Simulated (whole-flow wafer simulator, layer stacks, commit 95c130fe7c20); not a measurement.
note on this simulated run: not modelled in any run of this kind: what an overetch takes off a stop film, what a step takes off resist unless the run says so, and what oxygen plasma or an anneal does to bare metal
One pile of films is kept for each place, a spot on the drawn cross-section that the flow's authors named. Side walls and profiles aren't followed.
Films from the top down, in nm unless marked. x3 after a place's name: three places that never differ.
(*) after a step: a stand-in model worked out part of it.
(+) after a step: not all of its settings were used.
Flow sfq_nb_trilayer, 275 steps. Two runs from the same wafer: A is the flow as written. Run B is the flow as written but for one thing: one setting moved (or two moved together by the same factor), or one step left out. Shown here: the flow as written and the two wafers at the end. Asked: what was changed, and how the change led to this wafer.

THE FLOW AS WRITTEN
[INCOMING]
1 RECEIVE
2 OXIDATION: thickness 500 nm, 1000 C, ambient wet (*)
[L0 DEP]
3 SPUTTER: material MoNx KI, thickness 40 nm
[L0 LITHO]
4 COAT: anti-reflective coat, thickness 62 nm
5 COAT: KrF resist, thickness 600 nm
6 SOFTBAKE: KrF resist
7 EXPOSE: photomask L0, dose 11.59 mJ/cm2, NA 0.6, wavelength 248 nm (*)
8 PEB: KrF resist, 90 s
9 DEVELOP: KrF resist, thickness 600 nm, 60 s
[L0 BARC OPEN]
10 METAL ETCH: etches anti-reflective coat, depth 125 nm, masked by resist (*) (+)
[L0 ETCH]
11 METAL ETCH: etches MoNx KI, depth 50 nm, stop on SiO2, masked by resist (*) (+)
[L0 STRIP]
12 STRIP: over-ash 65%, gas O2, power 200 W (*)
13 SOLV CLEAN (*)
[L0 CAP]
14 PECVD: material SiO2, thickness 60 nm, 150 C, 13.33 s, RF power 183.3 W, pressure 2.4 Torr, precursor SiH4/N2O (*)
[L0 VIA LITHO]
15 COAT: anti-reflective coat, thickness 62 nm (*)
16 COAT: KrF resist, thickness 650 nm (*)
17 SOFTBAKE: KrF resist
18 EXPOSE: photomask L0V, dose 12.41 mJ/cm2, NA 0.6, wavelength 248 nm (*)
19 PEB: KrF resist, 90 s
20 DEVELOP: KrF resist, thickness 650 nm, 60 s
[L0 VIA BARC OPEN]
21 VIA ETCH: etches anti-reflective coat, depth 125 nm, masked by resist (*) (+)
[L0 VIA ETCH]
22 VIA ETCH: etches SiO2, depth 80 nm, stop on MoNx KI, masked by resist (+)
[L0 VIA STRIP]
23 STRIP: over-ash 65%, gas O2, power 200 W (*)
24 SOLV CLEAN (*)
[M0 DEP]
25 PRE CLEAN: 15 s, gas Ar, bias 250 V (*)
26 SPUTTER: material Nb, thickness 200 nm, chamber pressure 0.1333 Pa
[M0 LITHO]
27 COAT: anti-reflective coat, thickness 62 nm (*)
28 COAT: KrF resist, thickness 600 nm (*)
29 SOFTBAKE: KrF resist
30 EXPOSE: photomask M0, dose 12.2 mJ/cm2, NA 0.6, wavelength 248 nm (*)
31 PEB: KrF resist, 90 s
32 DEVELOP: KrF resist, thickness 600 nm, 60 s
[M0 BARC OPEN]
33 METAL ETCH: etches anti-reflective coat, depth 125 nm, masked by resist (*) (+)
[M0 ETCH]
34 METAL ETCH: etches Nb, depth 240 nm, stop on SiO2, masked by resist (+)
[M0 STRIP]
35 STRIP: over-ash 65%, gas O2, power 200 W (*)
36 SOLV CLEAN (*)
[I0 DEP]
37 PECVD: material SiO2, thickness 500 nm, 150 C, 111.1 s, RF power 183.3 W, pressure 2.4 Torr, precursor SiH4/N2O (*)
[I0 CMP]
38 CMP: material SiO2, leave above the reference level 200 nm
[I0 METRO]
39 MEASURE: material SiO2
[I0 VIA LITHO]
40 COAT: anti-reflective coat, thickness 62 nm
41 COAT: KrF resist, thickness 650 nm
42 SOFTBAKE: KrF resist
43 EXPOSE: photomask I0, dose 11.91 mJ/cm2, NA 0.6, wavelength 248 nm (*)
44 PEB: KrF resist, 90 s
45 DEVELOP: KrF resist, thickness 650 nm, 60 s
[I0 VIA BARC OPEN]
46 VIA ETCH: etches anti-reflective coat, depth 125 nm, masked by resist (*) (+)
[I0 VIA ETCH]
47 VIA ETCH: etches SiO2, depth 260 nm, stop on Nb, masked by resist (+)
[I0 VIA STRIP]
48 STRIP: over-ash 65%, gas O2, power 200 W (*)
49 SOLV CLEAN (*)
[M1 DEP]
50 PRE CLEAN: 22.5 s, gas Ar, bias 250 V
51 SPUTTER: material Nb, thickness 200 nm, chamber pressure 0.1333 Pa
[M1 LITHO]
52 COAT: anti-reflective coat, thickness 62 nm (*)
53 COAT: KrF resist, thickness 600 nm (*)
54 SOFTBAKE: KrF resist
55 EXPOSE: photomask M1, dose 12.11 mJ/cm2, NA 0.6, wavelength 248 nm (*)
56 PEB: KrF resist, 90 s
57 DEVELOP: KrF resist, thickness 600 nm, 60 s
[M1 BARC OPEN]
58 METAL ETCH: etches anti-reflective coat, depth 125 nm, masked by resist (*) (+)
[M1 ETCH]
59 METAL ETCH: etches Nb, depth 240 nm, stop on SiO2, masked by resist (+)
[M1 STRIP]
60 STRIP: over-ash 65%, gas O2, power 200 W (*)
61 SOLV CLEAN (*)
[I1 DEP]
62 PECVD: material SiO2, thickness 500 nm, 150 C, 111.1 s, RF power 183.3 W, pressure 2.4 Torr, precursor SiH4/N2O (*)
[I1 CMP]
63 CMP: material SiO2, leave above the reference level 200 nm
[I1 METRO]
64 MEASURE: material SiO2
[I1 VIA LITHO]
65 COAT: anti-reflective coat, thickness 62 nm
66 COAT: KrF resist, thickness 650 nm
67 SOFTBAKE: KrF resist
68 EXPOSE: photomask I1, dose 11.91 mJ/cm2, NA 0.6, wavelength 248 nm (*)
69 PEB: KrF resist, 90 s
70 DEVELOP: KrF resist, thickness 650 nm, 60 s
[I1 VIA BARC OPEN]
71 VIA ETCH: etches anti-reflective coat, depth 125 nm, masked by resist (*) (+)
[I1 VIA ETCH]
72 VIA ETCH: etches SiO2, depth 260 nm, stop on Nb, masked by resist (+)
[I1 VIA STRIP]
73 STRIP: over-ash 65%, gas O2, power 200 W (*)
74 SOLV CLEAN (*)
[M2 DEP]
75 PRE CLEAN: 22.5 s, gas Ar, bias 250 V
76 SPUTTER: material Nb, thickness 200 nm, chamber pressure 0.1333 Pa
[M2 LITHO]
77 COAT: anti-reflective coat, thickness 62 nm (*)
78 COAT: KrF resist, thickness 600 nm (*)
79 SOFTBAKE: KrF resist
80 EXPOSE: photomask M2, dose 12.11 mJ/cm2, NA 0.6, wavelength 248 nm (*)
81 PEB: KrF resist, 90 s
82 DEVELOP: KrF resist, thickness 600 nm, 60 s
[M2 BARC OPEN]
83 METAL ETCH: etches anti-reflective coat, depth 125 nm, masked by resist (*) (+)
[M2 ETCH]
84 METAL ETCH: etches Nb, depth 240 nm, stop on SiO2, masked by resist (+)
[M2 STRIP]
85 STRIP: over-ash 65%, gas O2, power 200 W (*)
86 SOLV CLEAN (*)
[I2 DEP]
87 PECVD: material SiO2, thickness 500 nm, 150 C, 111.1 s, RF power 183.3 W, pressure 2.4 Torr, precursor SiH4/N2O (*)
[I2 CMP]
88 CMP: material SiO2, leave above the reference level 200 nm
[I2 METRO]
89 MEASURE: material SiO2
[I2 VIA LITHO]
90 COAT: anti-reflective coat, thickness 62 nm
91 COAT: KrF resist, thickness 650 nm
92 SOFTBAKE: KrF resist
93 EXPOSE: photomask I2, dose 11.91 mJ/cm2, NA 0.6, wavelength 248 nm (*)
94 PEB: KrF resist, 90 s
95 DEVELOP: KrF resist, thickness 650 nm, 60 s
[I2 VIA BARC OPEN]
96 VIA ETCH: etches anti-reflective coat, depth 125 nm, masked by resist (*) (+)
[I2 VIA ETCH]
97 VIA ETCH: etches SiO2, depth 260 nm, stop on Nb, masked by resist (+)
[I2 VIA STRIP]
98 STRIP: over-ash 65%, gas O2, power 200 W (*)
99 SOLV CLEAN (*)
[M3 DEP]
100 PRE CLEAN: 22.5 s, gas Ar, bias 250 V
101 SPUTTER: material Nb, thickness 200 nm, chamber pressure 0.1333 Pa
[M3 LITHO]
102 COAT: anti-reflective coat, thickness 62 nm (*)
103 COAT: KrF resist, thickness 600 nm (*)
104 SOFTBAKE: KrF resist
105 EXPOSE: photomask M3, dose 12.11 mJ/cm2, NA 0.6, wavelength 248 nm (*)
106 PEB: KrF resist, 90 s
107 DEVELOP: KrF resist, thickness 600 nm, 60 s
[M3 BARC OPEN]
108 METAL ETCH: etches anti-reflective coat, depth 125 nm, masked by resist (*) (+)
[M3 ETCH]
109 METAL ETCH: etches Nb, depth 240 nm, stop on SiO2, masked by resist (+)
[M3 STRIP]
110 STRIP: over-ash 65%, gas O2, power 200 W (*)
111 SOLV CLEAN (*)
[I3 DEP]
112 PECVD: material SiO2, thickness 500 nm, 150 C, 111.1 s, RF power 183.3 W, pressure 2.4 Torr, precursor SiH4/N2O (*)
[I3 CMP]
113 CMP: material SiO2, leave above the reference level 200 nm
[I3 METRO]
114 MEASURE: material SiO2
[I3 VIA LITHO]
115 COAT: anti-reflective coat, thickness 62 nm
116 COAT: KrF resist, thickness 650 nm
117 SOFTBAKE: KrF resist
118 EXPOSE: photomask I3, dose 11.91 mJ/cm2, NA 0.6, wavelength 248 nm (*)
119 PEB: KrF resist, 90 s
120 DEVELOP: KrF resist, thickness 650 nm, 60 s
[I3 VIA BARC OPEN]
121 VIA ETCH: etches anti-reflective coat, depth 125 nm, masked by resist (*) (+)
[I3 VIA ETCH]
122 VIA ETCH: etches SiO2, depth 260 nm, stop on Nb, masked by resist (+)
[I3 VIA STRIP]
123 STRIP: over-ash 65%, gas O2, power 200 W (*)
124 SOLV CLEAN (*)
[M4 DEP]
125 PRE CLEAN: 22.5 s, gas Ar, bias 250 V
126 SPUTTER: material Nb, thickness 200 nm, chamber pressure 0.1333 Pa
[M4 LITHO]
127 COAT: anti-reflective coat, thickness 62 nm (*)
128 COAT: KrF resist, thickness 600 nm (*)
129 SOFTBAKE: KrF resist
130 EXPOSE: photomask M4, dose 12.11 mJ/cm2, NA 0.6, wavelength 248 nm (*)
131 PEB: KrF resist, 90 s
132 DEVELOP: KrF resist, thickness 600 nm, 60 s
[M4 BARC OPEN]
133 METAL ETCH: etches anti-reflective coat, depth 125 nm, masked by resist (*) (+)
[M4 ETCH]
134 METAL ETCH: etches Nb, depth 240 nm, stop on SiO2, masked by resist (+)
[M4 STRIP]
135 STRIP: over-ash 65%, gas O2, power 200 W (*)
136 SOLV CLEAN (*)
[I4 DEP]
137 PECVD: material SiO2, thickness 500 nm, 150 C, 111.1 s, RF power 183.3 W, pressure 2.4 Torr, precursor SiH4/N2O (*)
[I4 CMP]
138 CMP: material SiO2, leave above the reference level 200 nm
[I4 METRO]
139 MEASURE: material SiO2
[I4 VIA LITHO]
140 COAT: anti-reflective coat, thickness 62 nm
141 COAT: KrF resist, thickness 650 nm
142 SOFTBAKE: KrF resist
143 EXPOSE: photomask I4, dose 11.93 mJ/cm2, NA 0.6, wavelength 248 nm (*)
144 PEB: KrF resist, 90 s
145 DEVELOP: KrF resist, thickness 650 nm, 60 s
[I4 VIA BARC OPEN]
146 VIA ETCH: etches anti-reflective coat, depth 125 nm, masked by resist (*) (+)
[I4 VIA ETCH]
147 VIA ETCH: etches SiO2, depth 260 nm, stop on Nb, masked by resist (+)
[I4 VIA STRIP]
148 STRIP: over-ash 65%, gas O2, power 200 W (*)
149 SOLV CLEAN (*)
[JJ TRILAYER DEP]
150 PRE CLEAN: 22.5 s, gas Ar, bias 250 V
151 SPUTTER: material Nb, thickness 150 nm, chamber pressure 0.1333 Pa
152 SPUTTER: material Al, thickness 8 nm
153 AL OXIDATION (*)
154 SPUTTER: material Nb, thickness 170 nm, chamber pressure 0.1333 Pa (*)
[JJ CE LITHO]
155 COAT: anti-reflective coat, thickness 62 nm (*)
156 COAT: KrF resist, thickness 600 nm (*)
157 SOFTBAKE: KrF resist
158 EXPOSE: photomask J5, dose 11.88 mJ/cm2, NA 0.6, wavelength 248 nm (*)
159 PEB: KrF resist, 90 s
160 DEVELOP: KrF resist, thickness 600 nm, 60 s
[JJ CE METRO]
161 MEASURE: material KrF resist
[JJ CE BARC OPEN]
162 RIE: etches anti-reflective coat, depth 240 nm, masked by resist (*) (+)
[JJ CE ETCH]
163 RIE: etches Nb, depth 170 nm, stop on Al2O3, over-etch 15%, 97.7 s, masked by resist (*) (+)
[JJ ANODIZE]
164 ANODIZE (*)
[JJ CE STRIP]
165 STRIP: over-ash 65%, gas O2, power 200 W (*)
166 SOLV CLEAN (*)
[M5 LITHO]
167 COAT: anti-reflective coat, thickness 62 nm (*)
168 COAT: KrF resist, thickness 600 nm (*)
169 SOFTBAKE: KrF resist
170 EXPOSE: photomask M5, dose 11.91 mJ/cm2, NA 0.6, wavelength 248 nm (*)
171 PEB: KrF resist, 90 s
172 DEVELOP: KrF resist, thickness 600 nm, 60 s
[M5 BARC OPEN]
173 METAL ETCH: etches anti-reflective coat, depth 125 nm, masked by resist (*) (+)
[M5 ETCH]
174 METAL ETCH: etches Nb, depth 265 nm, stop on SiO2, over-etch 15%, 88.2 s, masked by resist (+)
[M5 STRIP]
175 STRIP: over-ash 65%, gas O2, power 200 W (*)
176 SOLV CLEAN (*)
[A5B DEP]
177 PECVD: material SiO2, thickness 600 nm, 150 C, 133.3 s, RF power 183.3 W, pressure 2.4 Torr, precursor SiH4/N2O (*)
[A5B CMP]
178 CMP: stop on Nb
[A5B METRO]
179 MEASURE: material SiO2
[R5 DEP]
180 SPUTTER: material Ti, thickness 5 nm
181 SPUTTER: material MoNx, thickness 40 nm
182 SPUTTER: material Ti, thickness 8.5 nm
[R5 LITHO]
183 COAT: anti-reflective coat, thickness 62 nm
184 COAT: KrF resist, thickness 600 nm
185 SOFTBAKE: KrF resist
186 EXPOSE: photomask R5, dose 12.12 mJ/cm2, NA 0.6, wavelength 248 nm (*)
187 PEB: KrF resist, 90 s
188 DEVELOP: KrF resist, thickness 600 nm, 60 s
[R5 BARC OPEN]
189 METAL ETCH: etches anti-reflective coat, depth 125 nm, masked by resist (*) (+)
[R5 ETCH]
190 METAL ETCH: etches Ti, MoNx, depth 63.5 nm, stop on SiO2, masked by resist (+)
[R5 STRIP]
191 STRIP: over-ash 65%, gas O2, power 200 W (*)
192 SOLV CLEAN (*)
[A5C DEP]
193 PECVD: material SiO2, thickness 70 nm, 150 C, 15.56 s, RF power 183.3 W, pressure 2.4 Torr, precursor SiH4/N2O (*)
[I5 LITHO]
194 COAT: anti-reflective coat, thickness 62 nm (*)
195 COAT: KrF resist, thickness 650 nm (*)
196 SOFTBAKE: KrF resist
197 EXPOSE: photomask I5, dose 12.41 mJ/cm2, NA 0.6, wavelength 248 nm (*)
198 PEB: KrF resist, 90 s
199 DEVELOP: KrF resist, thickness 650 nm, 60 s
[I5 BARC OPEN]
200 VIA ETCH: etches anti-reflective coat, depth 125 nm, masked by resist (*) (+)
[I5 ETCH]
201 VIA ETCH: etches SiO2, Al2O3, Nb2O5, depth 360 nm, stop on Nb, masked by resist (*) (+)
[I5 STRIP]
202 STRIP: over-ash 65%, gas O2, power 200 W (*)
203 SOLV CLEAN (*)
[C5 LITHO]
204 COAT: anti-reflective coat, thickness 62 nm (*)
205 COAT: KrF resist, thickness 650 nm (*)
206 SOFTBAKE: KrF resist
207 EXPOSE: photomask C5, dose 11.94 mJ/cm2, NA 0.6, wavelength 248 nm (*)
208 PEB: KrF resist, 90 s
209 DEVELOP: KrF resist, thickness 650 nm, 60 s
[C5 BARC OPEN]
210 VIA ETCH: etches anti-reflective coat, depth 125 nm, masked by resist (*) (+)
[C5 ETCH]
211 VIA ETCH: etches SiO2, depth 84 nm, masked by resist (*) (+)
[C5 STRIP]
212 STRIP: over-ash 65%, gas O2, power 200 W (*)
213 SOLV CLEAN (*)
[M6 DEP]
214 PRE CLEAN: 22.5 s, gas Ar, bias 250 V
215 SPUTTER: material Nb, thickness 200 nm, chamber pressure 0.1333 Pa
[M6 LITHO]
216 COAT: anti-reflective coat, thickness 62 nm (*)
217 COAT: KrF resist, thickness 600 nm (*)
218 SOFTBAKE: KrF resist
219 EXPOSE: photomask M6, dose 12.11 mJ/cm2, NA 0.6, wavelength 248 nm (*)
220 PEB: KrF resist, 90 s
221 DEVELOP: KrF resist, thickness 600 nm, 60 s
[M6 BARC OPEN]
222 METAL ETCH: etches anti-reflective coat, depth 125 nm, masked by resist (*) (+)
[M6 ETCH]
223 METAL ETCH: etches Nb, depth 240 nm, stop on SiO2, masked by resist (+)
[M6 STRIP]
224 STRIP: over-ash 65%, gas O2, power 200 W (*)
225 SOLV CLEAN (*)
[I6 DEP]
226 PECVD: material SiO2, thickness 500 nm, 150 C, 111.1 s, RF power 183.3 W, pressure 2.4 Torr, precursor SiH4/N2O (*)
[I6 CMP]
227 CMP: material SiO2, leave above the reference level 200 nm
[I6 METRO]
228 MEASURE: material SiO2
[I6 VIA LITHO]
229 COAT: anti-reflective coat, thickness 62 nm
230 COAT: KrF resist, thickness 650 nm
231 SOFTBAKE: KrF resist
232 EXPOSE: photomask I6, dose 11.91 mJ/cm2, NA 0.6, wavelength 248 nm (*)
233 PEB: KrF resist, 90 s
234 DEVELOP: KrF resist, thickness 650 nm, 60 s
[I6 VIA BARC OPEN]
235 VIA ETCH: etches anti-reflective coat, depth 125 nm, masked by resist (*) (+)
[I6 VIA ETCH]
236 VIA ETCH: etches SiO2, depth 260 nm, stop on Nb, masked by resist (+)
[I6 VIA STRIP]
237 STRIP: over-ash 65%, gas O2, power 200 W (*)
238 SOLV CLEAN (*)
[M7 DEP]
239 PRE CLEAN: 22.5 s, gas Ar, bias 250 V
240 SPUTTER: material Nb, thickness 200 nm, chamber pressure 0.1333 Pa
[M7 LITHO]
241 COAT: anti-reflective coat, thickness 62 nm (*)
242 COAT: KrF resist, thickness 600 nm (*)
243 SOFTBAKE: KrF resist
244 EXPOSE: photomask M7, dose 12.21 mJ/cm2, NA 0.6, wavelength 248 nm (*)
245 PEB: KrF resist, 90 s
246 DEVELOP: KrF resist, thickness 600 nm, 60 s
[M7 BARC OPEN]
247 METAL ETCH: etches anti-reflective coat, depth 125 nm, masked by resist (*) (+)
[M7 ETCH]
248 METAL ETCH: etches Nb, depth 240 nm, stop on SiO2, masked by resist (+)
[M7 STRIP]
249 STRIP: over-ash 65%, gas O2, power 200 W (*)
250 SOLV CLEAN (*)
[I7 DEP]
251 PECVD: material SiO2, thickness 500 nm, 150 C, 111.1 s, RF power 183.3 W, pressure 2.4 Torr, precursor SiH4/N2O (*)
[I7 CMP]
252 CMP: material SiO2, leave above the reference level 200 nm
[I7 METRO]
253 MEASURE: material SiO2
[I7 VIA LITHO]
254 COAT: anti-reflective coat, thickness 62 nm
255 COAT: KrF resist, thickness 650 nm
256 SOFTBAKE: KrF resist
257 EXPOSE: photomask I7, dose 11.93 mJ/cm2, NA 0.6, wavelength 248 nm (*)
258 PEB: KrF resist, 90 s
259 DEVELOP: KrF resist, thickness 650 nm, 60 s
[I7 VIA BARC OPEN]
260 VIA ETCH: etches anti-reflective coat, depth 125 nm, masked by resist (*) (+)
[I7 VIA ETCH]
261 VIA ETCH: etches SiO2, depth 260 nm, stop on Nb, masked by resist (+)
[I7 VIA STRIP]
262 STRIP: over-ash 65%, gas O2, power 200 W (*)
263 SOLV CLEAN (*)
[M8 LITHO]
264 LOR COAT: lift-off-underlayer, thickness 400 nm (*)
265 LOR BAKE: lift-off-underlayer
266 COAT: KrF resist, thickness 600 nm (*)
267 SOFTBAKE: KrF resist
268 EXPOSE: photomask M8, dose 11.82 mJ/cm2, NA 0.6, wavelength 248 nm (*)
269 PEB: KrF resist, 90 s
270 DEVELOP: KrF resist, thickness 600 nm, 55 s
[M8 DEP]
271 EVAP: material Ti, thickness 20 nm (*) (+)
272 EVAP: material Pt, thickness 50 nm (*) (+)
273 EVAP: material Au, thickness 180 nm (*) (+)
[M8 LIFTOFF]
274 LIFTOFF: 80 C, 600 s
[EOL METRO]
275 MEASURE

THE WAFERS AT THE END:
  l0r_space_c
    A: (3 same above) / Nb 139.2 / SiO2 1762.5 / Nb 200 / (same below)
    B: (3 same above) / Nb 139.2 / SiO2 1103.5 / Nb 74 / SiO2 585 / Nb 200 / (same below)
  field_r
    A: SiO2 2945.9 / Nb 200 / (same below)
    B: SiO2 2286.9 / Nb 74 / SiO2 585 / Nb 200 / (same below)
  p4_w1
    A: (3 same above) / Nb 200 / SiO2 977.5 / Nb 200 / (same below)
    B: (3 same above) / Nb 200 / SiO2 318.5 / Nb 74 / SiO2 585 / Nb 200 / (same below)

The cause: step 84, METAL ETCH: depth 126 nm was run, where the flow has depth 240 nm.

How the change led to this, step by step:
  84 METAL ETCH: etches Nb, depth 240 nm, stop on SiO2, masked by resist (+)
      field_l, be, be_sur and 81 more: A Nb -200 (all of it) | B Nb -126
      v_sur, via_wl, via_w and 19 more: A KrF resist -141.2 | B KrF resist -74.1
  85 STRIP: over-ash 65%, gas O2, power 200 W (*)
      wl_j_sl, wl_jj, wl_j_sr and 12 more: A KrF resist -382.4 (all of it), anti-reflective coat -62 (all of it) | B KrF resist -449.4 (all of it), anti-reflective coat -62 (all of it)
      v_sur: A KrF resist -380 (all of it), anti-reflective coat -61.4 (all of it) | B KrF resist -447.1 (all of it), anti-reflective coat -61.4 (all of it)
      (and at 6 more places)
  87 PECVD: material SiO2, thickness 500 nm, 150 C, 111.1 s, RF power 183.3 W, pressure 2.4 Torr, precursor SiH4/N2O (*)
      field_l, be, be_sur and 81 more: A SiO2 +500 | B SiO2 +500 (new film)
  88 CMP: material SiO2, leave above the reference level 200 nm
      field_l, be, be_sur and 81 more: A SiO2 -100 | B SiO2 -174
Counting metal films that touch as one body, l0r_space_c has 3 bodies (between them, from the top down: SiO2 1103.5; SiO2 585); the flow as written gives 2 bodies (between them, from the top down: SiO2 1762.5).
Counting metal films that touch as one body, field_r has 2 bodies (between them, from the top down: SiO2 585); the flow as written gives 1 body.
Counting metal films that touch as one body, p4_w1 has 4 bodies (between them, from the top down: SiO2 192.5; SiO2 318.5; SiO2 585); the flow as written gives 3 bodies (between them, from the top down: SiO2 192.5; SiO2 977.5).
